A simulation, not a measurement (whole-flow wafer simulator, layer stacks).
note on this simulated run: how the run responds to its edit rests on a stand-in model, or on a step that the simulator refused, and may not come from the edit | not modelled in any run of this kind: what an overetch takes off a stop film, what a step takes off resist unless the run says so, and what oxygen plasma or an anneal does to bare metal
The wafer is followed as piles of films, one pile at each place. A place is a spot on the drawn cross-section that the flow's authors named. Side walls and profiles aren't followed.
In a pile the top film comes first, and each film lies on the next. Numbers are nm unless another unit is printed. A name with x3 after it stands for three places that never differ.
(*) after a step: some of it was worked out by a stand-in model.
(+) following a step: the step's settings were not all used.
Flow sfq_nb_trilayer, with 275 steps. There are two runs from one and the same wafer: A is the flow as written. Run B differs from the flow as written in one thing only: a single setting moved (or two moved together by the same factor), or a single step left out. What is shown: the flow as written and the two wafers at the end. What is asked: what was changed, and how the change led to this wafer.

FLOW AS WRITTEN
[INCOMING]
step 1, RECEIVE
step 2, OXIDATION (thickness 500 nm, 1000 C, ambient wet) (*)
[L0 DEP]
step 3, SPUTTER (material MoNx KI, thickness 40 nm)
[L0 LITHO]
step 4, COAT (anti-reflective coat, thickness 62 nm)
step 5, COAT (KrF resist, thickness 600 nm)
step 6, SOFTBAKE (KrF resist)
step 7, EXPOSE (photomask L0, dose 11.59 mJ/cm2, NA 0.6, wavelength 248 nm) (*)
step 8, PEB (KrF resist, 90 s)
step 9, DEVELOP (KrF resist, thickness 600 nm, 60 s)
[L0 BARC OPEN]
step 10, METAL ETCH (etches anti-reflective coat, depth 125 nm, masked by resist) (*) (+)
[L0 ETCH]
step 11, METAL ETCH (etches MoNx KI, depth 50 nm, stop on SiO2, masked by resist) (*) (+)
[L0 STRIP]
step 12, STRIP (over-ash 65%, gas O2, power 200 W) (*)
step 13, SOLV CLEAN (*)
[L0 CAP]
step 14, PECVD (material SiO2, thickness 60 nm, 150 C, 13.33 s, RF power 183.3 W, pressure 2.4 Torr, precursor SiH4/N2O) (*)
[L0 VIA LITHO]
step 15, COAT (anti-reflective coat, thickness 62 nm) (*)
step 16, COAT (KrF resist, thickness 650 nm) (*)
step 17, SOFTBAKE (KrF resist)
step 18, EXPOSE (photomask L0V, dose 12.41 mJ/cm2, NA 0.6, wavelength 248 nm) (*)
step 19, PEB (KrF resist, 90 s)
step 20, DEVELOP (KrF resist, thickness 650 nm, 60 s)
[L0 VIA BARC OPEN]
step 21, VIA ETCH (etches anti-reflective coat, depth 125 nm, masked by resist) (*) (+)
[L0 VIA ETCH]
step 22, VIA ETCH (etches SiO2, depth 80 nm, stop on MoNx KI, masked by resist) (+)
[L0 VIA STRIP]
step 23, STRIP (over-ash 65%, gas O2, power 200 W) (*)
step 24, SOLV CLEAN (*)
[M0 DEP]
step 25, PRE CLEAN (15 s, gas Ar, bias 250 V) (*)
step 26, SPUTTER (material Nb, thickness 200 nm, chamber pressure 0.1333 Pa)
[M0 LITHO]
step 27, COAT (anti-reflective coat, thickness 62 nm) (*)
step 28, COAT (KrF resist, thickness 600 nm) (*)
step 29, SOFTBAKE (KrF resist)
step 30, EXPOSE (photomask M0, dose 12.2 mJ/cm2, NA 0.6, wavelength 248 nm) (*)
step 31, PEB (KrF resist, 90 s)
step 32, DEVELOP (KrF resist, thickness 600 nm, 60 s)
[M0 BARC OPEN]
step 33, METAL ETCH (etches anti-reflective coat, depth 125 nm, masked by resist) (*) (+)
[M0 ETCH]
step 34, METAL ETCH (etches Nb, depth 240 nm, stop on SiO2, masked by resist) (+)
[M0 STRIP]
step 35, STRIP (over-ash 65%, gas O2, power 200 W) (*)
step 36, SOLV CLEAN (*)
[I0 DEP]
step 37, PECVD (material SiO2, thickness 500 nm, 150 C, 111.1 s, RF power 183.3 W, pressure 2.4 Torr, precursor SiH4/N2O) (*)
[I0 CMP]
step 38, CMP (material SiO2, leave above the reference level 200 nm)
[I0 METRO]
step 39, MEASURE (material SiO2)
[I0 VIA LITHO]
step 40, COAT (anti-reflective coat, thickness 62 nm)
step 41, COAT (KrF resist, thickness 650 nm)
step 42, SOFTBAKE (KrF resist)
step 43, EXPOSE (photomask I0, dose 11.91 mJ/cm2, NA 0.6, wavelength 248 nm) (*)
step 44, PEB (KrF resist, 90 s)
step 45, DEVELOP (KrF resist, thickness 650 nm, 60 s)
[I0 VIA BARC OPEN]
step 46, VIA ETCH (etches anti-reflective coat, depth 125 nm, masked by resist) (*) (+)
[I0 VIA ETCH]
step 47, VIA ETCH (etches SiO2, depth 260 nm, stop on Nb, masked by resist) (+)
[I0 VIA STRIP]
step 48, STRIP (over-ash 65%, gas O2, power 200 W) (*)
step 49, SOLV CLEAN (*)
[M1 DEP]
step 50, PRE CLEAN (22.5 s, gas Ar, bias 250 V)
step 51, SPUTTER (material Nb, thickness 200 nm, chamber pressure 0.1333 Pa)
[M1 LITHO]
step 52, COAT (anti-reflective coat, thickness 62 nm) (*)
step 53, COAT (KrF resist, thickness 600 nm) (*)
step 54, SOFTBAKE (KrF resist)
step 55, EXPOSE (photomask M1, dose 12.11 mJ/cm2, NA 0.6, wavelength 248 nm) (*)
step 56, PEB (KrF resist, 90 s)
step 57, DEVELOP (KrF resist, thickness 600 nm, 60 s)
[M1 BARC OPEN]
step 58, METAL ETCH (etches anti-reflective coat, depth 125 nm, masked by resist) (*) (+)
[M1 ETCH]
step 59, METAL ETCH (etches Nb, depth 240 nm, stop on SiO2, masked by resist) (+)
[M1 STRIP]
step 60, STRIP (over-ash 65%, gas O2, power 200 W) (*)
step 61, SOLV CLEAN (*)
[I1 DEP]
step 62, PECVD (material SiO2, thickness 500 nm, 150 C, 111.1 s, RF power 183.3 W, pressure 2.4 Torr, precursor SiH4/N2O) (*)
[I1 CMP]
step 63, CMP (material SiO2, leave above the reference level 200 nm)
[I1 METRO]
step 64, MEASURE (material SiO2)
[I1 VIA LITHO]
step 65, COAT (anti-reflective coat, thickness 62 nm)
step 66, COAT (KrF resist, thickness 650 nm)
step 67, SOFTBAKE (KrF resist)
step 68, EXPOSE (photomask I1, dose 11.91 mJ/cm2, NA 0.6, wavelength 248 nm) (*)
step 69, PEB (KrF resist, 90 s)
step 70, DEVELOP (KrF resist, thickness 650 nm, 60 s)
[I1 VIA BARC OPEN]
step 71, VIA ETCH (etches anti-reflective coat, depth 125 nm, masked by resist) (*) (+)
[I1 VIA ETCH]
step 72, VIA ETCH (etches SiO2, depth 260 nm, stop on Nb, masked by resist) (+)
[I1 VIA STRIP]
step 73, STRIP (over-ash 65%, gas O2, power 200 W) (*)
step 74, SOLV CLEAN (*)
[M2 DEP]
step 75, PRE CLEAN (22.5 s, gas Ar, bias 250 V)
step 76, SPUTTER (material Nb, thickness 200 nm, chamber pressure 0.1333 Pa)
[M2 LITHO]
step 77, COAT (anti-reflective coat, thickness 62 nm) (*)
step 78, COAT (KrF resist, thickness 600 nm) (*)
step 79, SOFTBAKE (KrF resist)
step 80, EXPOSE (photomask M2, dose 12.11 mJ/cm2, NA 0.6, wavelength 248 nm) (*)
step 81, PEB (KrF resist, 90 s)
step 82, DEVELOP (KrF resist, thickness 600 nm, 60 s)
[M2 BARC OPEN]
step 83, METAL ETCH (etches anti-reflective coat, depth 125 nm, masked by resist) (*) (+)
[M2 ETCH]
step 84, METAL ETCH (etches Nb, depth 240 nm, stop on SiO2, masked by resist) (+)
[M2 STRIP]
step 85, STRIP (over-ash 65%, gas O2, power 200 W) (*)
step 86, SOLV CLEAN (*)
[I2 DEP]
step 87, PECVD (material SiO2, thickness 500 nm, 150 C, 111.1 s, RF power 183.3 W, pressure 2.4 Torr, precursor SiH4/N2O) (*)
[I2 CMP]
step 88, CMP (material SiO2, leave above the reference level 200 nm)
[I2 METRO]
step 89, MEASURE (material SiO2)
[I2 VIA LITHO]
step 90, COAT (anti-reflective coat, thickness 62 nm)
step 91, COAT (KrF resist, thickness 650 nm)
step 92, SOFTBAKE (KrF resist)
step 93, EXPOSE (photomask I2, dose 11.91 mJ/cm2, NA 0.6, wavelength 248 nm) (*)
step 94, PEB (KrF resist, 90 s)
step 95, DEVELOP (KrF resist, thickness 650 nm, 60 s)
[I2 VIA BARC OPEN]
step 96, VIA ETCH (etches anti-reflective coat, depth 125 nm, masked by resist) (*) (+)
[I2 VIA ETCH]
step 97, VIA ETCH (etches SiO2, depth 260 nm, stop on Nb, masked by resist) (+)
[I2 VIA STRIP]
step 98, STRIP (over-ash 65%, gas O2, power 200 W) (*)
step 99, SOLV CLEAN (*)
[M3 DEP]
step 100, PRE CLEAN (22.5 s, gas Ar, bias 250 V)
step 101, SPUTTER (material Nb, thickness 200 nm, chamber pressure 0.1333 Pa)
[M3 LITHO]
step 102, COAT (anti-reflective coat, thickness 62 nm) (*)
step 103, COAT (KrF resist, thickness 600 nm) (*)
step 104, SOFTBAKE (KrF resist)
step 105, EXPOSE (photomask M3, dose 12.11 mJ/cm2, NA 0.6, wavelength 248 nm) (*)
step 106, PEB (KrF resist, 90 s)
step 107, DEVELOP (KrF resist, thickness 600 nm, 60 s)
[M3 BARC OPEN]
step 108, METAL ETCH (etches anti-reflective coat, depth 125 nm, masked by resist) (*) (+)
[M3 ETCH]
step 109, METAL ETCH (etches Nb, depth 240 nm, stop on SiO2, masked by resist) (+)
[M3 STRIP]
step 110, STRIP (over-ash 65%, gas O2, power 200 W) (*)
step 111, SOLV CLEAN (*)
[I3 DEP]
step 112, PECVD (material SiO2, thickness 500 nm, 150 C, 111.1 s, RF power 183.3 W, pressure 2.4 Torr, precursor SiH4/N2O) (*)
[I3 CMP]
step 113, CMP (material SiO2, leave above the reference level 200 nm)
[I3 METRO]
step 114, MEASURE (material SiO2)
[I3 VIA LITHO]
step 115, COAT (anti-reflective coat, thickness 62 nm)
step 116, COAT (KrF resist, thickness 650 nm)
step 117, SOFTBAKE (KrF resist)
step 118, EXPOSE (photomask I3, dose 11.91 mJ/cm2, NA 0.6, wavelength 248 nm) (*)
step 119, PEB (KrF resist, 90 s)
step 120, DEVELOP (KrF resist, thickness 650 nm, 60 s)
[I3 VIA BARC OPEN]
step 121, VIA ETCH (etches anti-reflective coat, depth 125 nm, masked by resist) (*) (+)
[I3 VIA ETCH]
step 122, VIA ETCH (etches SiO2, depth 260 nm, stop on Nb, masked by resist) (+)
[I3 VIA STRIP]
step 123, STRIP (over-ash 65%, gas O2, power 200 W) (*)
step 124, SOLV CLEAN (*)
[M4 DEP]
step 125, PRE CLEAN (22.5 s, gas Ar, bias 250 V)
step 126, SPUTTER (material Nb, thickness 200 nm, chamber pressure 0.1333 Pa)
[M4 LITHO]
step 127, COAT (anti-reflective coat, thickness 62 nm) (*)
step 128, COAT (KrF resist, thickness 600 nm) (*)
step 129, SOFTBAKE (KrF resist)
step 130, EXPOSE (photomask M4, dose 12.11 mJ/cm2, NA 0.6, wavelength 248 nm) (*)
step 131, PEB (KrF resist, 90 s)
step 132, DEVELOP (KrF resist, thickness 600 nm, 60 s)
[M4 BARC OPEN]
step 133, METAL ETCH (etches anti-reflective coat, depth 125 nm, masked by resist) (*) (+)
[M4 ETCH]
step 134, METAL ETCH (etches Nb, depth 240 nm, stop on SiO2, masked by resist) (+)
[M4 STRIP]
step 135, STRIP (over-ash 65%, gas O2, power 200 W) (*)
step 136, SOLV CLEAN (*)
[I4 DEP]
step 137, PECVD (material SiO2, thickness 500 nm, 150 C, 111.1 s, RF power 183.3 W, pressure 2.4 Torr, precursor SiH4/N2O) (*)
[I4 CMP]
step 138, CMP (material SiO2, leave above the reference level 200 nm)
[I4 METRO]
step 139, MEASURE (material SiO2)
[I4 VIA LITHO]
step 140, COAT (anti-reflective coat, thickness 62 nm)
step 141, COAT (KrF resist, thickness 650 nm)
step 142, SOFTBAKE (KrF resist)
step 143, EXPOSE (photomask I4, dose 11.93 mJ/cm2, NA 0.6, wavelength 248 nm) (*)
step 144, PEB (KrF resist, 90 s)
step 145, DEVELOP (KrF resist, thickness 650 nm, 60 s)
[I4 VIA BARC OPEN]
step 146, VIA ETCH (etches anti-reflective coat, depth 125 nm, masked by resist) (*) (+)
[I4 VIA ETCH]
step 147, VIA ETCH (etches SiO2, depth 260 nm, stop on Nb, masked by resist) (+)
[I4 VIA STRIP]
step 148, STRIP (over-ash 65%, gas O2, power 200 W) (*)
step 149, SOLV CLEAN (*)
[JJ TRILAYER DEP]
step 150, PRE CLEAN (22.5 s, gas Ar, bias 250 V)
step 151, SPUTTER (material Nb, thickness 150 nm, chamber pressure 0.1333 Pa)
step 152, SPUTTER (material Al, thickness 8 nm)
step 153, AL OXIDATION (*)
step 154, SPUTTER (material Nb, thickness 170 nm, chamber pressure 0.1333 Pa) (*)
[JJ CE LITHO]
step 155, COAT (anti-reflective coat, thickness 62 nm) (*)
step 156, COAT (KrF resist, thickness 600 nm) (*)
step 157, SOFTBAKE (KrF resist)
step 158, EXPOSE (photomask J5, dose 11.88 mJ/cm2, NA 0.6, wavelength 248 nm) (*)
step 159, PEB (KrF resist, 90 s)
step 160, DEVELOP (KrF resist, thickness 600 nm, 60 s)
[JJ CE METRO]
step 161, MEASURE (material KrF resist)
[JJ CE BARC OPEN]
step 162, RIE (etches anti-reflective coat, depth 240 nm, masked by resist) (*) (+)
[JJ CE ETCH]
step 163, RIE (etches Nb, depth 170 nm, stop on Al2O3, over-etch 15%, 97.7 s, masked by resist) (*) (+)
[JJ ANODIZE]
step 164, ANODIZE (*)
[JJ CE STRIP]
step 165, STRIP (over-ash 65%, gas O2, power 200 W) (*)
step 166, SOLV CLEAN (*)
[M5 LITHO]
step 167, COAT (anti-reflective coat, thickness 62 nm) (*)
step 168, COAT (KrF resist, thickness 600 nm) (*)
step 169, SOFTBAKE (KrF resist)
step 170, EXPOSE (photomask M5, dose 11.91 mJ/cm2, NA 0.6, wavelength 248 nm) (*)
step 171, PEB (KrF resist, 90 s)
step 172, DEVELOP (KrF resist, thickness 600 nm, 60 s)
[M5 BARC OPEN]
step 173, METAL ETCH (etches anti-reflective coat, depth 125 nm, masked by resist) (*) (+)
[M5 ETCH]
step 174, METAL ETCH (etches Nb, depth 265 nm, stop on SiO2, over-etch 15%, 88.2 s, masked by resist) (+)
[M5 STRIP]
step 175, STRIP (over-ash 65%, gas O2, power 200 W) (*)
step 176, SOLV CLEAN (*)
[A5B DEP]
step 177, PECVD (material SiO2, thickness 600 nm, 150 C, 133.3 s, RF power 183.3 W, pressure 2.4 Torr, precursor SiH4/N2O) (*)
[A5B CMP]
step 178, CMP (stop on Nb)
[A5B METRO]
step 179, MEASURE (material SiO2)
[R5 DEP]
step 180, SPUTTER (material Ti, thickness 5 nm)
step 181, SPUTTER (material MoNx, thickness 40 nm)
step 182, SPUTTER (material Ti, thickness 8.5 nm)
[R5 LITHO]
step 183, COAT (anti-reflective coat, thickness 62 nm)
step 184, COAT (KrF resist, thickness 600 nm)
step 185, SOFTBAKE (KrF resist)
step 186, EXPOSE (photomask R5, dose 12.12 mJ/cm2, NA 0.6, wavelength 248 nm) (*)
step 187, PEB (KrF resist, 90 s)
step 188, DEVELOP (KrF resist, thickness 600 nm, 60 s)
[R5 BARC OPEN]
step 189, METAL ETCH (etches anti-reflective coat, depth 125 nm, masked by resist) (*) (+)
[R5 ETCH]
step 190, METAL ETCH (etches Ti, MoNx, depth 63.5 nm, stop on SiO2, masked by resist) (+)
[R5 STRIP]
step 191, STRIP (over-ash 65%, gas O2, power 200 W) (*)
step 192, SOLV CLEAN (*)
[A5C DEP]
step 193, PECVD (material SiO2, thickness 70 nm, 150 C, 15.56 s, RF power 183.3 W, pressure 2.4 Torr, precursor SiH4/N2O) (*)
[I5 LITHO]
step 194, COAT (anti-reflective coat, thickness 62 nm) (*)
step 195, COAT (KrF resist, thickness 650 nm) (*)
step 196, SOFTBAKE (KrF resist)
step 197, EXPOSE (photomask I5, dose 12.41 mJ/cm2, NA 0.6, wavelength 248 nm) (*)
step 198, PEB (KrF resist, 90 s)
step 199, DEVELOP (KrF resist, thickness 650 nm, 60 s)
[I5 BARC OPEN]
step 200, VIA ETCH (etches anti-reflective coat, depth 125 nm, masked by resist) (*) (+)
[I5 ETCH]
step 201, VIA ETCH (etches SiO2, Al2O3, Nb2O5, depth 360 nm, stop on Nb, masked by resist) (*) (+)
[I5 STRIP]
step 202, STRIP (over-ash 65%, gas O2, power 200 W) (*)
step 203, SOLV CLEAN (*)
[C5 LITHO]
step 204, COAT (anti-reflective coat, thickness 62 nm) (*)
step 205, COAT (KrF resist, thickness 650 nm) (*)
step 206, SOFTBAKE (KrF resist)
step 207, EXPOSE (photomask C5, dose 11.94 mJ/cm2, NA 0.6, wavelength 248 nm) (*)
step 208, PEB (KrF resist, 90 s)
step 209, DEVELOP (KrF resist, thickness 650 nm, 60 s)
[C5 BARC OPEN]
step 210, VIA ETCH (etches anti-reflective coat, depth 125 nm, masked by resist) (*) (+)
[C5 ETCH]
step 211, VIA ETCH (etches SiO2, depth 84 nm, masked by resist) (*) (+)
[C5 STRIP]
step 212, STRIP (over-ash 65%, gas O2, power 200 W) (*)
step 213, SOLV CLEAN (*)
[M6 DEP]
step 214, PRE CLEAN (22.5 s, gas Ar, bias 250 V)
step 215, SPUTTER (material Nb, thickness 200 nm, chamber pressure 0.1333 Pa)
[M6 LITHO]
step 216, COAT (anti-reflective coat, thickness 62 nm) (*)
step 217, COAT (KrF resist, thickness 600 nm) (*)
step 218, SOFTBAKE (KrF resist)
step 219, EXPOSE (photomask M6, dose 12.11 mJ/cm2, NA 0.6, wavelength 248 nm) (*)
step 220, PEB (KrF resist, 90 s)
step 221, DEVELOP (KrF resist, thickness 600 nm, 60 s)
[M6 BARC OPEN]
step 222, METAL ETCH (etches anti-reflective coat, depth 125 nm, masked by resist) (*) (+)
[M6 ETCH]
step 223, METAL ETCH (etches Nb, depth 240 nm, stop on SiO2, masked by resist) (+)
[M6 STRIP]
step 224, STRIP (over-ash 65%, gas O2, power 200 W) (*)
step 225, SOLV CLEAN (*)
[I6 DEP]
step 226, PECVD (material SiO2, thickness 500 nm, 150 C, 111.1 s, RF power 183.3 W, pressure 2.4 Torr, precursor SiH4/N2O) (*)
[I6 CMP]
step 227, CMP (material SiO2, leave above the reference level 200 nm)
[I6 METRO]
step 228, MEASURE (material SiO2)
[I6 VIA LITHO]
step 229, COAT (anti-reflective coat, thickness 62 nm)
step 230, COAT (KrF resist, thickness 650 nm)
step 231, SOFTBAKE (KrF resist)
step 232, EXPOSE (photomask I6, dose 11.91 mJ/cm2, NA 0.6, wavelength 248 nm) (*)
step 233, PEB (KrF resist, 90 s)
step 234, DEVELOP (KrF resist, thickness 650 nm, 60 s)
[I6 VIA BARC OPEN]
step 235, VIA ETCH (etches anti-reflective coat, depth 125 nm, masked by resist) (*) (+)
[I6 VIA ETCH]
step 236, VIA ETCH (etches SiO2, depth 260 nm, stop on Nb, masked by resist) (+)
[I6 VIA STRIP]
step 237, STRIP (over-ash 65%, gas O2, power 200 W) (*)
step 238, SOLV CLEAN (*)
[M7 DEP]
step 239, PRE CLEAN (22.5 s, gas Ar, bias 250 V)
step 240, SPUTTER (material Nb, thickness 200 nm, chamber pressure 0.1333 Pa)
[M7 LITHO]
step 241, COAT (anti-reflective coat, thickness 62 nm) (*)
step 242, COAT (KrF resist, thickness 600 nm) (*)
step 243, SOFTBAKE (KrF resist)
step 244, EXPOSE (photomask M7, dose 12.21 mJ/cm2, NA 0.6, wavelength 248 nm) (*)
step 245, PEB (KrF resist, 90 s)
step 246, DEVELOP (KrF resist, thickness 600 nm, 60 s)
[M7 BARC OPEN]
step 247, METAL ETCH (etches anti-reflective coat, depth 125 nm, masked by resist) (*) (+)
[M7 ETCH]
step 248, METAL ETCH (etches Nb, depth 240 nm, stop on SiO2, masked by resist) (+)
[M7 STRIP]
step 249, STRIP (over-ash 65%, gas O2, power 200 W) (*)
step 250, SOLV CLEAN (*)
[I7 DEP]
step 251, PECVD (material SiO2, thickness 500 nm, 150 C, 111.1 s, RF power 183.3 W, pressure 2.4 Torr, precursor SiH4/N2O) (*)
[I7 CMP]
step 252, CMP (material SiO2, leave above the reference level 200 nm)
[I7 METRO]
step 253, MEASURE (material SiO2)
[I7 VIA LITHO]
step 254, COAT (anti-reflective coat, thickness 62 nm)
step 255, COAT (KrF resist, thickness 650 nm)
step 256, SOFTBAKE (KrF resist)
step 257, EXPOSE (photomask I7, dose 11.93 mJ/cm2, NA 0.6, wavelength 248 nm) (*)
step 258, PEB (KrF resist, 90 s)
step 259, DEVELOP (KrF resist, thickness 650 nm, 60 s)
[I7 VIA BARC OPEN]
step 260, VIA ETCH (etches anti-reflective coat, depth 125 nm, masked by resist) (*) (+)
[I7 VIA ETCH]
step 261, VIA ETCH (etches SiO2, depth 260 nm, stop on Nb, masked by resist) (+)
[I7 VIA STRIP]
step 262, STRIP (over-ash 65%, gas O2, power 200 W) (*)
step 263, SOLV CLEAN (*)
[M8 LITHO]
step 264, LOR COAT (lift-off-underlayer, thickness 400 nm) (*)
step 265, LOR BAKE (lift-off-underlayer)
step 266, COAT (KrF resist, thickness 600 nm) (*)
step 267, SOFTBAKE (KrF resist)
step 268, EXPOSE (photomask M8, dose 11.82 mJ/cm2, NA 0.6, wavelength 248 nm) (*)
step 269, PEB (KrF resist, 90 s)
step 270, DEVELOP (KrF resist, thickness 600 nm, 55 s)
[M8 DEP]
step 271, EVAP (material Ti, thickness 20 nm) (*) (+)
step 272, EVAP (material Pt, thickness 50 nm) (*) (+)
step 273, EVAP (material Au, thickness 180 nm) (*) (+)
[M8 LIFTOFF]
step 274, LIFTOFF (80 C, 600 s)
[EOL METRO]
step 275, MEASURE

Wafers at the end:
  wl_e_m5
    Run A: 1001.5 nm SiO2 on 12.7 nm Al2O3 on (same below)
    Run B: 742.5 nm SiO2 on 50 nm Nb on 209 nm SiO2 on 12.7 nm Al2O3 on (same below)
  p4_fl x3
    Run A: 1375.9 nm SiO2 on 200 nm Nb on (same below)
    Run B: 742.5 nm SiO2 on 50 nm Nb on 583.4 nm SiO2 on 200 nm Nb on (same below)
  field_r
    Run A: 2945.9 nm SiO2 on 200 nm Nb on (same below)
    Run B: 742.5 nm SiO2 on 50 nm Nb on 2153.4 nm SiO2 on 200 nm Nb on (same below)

What caused this: step 223, METAL ETCH: depth 150 nm was run, though the flow has depth 240 nm.

How this came from the change, step by step:
  step 223, METAL ETCH (etches Nb, depth 240 nm, stop on SiO2, masked by resist) (+)
      field_l, gap, moat and 76 more: A Nb loses 200 (all of it) | B Nb loses 150
      v_sur, via_wl, via_w and 24 more: A KrF resist loses 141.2 | B KrF resist loses 88.2
  step 224, STRIP (over-ash 65%, gas O2, power 200 W) (*)
      wl_j_sl, wl_j_sr: A KrF resist loses 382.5 (all of it), anti-reflective coat loses 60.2 (all of it) | B KrF resist loses 435.5 (all of it), anti-reflective coat loses 60.2 (all of it)
      wl_c_m6, wl_f_m6: A KrF resist loses 382.3 (all of it), anti-reflective coat loses 62 (all of it) | B KrF resist loses 435.2 (all of it), anti-reflective coat loses 62 (all of it)
      (and at 23 other places as well)
  step 226, PECVD (material SiO2, thickness 500 nm, 150 C, 111.1 s, RF power 183.3 W, pressure 2.4 Torr, precursor SiH4/N2O) (*)
      field_l, p4_fl x3, p4_w1 x9 and 52 more: A SiO2 gains 500 | B SiO2 gains 500 (new film)
      moat, field_r, lsp_l, ln_m5, lsp_m: A SiO2 gains 493.6 | B SiO2 gains 500 (new film)
      (and at 9 other places as well)
  step 227, CMP (material SiO2, leave above the reference level 200 nm)
      field_l, p4_fl x3, p4_w1 x9 and 49 more: A SiO2 loses 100 | B SiO2 loses 150
      moat, field_r, lsp_l, ln_m5, lsp_m: A SiO2 loses 93.6 | B SiO2 loses 150
      (and at 8 other places as well)
If metal films that touch count as one body, wl_e_m5 has 7 bodies (between them, from the top down: SiO2 209 / Al2O3 12.7 / Nb2O5 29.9; SiO2 192.5; SiO2 192.5; SiO2 192.5; SiO2 192.5; SiO2 192.5); the flow as written gives 6 bodies (between them, from the top down: SiO2 192.5; SiO2 192.5; SiO2 192.5; SiO2 192.5; SiO2 192.5).
If metal films that touch count as one body, p4_fl x3 has 3 bodies (between them, from the top down: SiO2 583.4; SiO2 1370); the flow as written gives 2 bodies (between them, from the top down: SiO2 1370).
If metal films that touch count as one body, field_r has 2 bodies (between them, from the top down: SiO2 2153.4); the flow as written gives 1 body.
